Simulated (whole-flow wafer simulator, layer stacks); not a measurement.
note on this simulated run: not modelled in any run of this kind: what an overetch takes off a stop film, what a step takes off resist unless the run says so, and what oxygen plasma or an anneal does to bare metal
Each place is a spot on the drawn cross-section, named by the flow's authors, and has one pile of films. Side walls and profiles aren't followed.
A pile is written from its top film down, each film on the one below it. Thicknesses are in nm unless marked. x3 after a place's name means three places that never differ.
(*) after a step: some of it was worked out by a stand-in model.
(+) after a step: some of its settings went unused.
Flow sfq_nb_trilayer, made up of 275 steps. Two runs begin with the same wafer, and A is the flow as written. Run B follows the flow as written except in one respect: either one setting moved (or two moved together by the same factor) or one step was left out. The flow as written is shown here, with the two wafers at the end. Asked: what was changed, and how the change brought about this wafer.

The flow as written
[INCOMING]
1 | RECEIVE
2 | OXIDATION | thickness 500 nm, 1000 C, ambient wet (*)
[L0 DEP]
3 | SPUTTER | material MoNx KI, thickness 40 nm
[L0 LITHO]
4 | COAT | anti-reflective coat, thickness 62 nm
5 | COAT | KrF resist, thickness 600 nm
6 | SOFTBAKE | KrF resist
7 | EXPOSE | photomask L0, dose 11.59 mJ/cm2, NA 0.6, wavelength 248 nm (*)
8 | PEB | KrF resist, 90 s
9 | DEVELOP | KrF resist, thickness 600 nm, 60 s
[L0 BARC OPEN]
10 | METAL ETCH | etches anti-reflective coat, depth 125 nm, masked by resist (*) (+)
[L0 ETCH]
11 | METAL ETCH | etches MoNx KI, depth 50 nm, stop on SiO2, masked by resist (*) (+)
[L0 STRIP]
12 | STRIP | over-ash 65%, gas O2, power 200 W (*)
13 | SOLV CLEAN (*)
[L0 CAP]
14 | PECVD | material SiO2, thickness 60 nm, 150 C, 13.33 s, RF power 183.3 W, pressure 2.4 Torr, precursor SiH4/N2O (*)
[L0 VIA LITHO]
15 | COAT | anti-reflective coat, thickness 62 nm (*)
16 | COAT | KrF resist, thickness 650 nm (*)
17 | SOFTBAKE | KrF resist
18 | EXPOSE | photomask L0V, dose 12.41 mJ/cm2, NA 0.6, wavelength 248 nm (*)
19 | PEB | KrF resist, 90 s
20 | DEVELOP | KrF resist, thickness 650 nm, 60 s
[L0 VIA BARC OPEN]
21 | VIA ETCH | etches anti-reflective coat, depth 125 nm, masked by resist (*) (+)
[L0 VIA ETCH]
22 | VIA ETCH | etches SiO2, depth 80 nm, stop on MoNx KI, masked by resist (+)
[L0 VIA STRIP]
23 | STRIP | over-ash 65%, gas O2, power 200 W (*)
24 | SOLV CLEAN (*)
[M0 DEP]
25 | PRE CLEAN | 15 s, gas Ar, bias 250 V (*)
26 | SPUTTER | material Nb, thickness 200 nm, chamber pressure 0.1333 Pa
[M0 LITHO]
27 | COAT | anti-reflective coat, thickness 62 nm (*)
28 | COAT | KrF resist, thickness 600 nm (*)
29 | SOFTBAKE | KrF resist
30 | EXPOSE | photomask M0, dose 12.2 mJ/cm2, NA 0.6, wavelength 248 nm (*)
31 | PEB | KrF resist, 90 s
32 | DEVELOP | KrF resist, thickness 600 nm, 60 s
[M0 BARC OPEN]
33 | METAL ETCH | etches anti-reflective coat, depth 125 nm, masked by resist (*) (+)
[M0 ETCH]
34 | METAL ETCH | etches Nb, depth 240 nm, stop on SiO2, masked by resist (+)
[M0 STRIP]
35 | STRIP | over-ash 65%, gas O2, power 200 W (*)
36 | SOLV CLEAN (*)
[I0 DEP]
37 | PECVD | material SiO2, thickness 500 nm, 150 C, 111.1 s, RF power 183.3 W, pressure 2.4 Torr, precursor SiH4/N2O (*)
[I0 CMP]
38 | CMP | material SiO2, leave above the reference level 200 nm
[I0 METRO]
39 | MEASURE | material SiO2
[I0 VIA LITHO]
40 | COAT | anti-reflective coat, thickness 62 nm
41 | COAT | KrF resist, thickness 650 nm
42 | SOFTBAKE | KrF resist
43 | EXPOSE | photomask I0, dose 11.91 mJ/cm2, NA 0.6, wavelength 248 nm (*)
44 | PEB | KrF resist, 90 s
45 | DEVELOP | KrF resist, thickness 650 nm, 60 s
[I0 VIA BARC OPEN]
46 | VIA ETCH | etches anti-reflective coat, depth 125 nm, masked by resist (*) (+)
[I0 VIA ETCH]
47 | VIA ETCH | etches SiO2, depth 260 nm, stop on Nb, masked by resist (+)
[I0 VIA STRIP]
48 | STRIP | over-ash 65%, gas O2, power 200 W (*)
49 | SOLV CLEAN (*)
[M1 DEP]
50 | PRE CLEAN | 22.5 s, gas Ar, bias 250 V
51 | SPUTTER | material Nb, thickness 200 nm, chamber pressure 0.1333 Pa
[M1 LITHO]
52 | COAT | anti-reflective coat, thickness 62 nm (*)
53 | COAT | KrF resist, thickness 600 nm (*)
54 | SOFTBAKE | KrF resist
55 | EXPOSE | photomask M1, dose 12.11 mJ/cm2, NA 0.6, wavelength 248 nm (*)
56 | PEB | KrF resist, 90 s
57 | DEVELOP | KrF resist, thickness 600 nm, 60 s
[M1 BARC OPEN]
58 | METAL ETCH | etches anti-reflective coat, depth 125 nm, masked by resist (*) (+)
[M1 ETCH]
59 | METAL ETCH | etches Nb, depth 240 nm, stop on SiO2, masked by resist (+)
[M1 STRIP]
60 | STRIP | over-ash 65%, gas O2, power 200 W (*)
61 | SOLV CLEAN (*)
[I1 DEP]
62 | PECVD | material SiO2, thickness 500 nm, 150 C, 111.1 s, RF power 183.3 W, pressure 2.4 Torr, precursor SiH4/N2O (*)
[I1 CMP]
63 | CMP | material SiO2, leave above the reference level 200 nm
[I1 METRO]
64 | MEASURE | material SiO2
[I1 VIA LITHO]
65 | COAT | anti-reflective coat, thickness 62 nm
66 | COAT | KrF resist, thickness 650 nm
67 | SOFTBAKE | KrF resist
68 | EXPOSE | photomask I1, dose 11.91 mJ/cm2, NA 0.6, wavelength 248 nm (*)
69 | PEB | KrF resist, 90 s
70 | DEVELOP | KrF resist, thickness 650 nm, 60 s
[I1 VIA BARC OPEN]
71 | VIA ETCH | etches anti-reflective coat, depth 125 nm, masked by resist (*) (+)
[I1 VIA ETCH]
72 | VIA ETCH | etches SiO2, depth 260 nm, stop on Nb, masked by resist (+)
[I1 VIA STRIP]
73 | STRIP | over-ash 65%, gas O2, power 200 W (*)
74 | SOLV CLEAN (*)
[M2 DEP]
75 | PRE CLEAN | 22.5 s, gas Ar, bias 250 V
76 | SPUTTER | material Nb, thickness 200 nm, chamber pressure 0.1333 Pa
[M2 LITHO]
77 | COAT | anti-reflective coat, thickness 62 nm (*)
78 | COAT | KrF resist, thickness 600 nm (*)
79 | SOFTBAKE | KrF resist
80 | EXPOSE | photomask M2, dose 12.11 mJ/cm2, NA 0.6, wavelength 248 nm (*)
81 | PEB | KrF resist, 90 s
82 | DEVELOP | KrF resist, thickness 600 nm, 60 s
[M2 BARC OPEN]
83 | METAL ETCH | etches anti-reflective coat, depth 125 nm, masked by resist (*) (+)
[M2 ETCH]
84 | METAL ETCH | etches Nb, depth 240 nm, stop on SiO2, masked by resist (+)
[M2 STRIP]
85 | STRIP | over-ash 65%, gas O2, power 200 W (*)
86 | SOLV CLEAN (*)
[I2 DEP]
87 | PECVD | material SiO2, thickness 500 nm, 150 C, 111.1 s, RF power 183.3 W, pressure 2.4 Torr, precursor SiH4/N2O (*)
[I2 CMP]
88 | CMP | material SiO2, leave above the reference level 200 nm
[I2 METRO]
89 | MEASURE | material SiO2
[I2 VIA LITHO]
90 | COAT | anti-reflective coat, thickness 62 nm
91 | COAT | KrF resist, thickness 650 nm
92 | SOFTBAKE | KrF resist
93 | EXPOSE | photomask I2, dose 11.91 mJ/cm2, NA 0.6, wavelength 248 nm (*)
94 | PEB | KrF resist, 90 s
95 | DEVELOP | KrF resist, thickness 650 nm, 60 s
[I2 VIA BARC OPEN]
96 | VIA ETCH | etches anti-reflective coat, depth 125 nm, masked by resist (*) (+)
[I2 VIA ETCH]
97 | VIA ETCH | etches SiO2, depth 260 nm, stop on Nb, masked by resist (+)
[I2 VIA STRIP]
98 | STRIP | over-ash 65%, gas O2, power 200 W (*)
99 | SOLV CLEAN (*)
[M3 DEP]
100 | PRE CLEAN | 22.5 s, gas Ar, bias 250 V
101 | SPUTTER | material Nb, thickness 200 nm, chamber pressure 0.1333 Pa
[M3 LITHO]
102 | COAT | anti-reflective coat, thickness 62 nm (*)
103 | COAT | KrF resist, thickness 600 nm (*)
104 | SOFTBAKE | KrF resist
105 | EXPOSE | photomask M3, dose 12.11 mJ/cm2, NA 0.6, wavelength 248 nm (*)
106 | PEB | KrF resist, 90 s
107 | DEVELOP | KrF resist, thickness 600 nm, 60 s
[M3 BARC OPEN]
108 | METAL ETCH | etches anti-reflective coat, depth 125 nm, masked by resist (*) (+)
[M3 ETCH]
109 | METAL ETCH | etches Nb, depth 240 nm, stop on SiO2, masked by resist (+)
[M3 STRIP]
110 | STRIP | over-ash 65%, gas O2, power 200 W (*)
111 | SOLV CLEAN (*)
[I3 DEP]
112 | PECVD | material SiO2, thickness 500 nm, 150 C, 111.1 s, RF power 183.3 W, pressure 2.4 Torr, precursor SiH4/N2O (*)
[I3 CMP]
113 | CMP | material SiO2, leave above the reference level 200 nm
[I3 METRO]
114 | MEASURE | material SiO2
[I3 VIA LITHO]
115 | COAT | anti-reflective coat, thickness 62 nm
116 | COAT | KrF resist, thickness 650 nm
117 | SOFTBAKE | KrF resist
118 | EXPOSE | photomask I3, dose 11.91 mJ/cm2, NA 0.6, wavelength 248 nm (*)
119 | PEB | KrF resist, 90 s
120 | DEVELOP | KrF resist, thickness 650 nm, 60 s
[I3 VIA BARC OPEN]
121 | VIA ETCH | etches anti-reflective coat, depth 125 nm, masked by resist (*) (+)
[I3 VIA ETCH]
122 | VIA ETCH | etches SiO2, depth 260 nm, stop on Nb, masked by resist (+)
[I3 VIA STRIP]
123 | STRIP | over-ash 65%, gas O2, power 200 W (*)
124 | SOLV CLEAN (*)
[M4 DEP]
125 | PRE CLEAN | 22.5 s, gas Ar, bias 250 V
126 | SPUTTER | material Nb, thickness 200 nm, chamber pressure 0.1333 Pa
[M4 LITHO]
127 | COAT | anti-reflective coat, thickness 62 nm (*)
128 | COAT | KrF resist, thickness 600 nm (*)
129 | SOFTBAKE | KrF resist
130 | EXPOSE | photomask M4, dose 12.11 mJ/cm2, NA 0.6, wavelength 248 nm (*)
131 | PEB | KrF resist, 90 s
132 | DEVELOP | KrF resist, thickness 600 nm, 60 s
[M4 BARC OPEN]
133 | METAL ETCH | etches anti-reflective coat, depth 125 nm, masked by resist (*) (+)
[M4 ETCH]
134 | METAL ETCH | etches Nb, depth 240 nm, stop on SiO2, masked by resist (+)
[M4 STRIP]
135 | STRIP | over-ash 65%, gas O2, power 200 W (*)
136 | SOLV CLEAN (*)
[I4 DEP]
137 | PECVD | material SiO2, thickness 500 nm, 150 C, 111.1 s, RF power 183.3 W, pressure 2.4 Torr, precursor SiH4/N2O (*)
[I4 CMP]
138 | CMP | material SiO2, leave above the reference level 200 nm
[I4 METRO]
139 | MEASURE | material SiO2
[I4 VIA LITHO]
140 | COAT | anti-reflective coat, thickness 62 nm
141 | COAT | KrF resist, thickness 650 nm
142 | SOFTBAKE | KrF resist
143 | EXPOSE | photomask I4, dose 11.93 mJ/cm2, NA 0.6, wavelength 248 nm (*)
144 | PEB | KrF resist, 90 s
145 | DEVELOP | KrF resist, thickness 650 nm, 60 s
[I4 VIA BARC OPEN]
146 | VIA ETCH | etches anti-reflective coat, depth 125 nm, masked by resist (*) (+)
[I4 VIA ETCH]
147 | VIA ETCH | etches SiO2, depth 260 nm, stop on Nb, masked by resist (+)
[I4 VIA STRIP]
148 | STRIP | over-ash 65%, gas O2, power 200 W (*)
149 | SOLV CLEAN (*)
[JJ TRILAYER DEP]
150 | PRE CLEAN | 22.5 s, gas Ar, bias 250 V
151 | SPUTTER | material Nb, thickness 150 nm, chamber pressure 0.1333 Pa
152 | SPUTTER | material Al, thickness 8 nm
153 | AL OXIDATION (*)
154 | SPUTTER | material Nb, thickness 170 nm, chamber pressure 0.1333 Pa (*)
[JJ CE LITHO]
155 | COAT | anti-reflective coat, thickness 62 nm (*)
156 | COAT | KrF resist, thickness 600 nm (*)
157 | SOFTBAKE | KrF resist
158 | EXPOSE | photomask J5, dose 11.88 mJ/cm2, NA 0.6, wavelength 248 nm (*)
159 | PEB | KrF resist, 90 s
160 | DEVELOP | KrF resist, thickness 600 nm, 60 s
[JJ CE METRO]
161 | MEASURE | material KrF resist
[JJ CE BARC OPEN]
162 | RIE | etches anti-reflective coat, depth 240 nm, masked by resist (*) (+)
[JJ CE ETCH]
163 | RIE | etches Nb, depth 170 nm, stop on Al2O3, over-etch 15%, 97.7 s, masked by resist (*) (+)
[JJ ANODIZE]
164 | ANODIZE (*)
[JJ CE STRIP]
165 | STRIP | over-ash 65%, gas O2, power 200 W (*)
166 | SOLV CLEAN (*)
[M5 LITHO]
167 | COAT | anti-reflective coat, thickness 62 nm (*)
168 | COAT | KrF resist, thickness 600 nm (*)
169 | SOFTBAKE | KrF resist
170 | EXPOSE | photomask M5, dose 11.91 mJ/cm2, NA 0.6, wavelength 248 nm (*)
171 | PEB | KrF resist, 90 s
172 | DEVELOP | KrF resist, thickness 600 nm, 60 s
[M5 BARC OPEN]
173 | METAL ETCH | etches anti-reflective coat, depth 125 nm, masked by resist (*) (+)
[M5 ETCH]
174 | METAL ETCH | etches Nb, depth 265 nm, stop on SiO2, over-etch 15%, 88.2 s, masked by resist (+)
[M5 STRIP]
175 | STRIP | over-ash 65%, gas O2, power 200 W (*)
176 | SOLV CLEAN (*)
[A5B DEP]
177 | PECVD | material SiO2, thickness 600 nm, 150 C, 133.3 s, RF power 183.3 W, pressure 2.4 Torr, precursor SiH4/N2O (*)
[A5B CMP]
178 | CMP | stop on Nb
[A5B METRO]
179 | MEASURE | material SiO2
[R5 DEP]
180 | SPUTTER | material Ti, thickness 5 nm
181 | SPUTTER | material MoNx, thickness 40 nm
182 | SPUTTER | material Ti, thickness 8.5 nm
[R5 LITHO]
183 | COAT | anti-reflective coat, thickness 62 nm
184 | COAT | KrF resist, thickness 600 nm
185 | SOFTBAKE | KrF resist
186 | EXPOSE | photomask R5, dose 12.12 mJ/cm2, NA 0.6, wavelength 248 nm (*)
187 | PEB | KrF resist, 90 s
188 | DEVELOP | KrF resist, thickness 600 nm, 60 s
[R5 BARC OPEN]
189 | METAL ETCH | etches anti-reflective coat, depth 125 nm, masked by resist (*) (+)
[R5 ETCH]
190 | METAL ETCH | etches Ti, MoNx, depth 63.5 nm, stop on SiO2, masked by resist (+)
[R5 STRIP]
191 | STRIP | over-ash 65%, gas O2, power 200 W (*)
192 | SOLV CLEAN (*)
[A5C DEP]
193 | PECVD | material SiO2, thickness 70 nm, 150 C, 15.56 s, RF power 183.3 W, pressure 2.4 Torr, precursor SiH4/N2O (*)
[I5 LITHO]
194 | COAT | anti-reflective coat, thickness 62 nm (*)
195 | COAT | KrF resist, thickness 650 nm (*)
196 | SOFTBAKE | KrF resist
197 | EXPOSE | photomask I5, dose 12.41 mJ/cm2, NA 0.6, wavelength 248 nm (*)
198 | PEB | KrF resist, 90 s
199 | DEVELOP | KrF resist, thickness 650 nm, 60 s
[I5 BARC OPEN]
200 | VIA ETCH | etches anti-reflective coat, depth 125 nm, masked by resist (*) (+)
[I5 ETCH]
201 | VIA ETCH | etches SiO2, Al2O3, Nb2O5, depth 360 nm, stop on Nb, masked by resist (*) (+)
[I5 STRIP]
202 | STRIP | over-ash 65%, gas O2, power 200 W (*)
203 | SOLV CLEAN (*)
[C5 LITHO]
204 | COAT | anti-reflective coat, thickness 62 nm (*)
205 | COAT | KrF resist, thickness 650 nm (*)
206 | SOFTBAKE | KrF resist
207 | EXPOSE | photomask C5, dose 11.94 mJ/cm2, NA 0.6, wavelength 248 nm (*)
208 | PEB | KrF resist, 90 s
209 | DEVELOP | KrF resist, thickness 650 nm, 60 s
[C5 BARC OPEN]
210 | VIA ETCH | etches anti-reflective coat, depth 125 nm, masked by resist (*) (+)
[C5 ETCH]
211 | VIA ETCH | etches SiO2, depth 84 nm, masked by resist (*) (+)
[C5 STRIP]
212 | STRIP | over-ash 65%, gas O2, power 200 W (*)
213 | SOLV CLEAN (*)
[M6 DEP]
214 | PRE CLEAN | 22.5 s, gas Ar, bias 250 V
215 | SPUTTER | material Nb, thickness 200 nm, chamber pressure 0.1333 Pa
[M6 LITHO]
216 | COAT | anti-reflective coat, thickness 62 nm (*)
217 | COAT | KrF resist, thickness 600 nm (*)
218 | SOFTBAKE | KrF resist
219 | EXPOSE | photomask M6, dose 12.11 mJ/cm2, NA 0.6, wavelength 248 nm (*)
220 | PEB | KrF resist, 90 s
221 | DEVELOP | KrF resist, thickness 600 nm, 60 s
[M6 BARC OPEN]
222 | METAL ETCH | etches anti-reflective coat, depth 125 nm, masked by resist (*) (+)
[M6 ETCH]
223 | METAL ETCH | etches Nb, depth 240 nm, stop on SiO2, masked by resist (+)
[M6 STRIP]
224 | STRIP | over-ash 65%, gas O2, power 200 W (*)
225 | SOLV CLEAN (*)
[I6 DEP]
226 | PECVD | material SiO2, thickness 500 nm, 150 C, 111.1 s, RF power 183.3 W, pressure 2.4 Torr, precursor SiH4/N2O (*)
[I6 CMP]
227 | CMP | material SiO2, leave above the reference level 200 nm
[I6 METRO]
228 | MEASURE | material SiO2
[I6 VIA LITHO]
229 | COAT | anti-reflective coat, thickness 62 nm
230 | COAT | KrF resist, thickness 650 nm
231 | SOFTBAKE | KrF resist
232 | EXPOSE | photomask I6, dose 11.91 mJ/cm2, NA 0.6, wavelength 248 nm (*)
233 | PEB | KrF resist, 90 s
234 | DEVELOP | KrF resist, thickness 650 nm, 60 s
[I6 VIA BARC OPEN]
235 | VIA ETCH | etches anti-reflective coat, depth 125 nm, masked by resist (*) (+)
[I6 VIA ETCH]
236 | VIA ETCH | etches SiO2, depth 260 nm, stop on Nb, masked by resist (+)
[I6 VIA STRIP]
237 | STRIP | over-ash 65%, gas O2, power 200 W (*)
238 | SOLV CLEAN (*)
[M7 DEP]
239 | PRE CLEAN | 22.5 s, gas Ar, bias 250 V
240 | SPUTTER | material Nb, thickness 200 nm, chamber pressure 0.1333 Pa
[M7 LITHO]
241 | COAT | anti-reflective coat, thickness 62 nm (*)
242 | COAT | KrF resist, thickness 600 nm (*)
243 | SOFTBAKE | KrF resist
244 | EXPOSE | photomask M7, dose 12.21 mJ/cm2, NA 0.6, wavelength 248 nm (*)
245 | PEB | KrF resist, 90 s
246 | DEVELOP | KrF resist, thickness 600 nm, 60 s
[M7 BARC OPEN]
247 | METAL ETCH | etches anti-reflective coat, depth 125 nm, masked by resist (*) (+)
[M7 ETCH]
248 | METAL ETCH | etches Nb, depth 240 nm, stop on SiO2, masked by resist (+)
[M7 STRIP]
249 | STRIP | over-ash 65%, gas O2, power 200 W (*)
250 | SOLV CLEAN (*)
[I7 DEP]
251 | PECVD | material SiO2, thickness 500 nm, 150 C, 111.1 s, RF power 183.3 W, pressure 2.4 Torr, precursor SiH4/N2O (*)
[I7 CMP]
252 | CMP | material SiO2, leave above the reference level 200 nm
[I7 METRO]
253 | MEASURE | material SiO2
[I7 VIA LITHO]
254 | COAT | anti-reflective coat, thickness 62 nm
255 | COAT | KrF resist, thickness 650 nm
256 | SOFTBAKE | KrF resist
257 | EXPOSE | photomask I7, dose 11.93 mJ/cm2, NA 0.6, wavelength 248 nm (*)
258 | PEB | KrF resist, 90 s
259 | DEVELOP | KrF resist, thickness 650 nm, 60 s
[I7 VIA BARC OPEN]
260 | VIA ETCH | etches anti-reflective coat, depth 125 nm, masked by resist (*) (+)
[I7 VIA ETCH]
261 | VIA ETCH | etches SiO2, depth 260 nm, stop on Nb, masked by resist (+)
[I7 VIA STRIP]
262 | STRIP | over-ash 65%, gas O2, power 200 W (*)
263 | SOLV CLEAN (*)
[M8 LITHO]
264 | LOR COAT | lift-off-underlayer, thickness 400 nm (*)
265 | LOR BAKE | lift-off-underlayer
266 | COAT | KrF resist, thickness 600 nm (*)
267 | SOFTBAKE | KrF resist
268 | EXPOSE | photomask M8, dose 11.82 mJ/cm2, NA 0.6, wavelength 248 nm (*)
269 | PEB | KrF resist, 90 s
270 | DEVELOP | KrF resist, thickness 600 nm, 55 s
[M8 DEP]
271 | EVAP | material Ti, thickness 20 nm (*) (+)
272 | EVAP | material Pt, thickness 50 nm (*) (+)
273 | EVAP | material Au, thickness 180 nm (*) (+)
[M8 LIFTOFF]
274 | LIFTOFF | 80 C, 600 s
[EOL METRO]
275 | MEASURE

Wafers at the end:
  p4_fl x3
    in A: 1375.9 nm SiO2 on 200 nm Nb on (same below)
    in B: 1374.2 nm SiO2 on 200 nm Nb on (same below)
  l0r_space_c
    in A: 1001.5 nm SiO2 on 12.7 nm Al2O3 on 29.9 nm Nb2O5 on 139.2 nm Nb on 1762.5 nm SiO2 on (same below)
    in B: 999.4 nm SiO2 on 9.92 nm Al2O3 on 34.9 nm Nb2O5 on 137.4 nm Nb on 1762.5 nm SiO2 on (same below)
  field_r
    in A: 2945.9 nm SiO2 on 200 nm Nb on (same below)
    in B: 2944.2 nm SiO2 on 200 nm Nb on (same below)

What caused this: step 152, SPUTTER: thickness 6.32 nm was run, though the flow has thickness 8 nm.

Step by step, how the change led to this:
  152 | SPUTTER | material Al, thickness 8 nm
      field_l, v_sur, via_sp and 100 more: A Al gains 8 (new film) | B Al gains 6.32 (new film)
      via_wl, via_wr: A Al gains 5.14 (new film) | B Al gains 4.06 (new film)
      (and at 1 other place as well)
  164 | ANODIZE (*)
      field_l, v_sur, via_sp and 96 more: A Al2O3 gains 12.2, Nb2O5 gains 29.9 (new film), Al loses 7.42 (all of it), Nb loses 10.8 | B Al2O3 gains 9.47, Nb2O5 gains 34.9 (new film), Al loses 5.74 (all of it), Nb loses 12.6
      via_wl, via_wr: A Al2O3 gains 7.52 (new film), Nb2O5 gains 39.2 (new film), Al loses 4.56 (all of it), Nb loses 14.1 | B Al2O3 gains 5.74 (new film), Nb2O5 gains 42.4 (new film), Al loses 3.48 (all of it), Nb loses 15.2
      (and at 1 other place as well)
  167 | COAT | anti-reflective coat, thickness 62 nm (*)
      ce_l: A anti-reflective coat gains 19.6 (new film) | B anti-reflective coat gains 18.9 (new film)
      ce_r: A anti-reflective coat gains 19.7 (new film) | B anti-reflective coat gains 18.9 (new film)
  174 | METAL ETCH | etches Nb, depth 265 nm, stop on SiO2, over-etch 15%, 88.2 s, masked by resist (+)
      r_sur, res, r_end and 48 more: A Al2O3 loses 12.6 (all of it), Nb2O5 loses 29.9 (all of it), Nb loses 139.2 (all of it), SiO2 loses 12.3 | B Al2O3 loses 9.86 (all of it), Nb2O5 loses 34.9 (all of it), Nb loses 137.4 (all of it), SiO2 loses 12.3
      field_l, wl_a_sl: A Al2O3 loses 12.6 (all of it), Nb2O5 loses 29.9 (all of it), Nb loses 139.2 (all of it), SiO2 loses 12.3 | B Al2O3 loses 9.85 (all of it), Nb2O5 loses 34.9 (all of it), Nb loses 137.4 (all of it), SiO2 loses 12.3
  175 | STRIP | over-ash 65%, gas O2, power 200 W (*)
      ce_l: A KrF resist loses 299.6 (all of it), anti-reflective coat loses 19.6 (all of it) | B KrF resist loses 301.8 (all of it), anti-reflective coat loses 18.9 (all of it)
      ce_r: A KrF resist loses 299.9 (all of it), anti-reflective coat loses 19.7 (all of it) | B KrF resist loses 302.1 (all of it), anti-reflective coat loses 18.9 (all of it)
  201 | VIA ETCH | etches SiO2, Al2O3, Nb2O5, depth 360 nm, stop on Nb, masked by resist (*) (+)
      be: A SiO2 loses 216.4 (all of it), Al2O3 loses 12.7 (all of it), Nb2O5 loses 29.9 (all of it) | B SiO2 loses 214.3 (all of it), Al2O3 loses 9.92 (all of it), Nb2O5 loses 34.9 (all of it)
